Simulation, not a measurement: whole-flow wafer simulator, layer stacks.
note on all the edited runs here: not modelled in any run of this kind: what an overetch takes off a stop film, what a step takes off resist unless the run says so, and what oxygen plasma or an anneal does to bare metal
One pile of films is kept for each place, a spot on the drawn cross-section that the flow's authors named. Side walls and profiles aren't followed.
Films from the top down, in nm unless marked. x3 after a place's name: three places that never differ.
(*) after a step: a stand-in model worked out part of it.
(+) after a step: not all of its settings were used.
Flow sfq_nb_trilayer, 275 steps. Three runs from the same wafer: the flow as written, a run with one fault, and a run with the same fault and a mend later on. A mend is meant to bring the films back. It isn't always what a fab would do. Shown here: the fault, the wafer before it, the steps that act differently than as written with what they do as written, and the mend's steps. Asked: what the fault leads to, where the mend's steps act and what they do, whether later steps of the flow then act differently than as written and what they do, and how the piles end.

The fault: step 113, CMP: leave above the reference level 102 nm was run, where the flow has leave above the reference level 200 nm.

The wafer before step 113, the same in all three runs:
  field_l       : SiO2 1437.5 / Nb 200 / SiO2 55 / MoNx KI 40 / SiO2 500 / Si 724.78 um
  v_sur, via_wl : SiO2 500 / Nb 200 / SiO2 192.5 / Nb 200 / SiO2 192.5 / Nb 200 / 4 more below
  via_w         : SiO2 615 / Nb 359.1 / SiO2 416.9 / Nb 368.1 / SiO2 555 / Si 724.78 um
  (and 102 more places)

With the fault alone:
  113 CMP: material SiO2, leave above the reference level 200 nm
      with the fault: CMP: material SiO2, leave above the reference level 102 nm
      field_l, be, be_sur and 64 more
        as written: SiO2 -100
        with the fault: SiO2 -198
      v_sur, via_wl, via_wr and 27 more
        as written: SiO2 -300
        with the fault: SiO2 -398
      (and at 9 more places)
  Later steps of the flow that act differently than as written (3 more steps differ only slightly, by at most 2% or 0.5 nm, whichever is larger, and aren't shown):
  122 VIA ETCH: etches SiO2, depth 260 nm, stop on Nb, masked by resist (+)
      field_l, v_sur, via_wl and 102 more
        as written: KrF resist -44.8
        with the fault: KrF resist -26.3
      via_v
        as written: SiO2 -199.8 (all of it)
        with the fault: SiO2 -101.8 (all of it)
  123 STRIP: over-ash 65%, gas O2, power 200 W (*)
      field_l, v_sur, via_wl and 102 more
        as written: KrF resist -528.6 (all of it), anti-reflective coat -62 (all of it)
        with the fault: KrF resist -547.1 (all of it), anti-reflective coat -62 (all of it)
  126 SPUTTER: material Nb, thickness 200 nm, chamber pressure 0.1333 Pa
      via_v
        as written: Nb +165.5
        with the fault: Nb +187.4
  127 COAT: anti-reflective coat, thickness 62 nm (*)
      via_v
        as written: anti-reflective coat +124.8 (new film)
        with the fault: anti-reflective coat +106 (new film)
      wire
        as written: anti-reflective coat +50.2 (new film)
        with the fault: anti-reflective coat +48.6 (new film)
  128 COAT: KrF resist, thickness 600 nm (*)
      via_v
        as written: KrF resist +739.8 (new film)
        with the fault: KrF resist +654.2 (new film)
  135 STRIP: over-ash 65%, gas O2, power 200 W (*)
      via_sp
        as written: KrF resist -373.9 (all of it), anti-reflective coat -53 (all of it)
        with the fault: KrF resist -382.6 (all of it), anti-reflective coat -52.1 (all of it)
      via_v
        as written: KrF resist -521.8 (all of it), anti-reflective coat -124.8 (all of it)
        with the fault: KrF resist -436.5 (all of it), anti-reflective coat -106 (all of it)
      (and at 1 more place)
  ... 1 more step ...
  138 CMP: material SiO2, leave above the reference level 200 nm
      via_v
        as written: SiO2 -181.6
        with the fault: SiO2 -186.4
  At the end the piles differ from the flow's by more than 2% or 0.5 nm, whichever is larger, at field_l, v_sur, via_wl and 103 more.
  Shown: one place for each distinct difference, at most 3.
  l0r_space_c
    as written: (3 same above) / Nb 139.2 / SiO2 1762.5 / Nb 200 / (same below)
    with the fault: (3 same above) / Nb 139.2 / SiO2 1664.5 / Nb 200 / (same below)
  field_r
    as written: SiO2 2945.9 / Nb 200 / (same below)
    with the fault: SiO2 2847.9 / Nb 200 / (same below)
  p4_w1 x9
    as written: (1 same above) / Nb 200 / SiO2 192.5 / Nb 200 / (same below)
    with the fault: (1 same above) / Nb 200 / SiO2 94.5 / Nb 200 / (same below)

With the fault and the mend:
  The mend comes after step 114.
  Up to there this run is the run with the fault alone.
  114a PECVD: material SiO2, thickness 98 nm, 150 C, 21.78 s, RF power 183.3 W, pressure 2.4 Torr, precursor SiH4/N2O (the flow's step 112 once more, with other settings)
      field_l, v_sur, via_wl and 103 more
        SiO2 +98
  No later step of the flow acts differently than as written at any place that is followed.
  At the end the piles are the same as the flow's at every place that both follow.
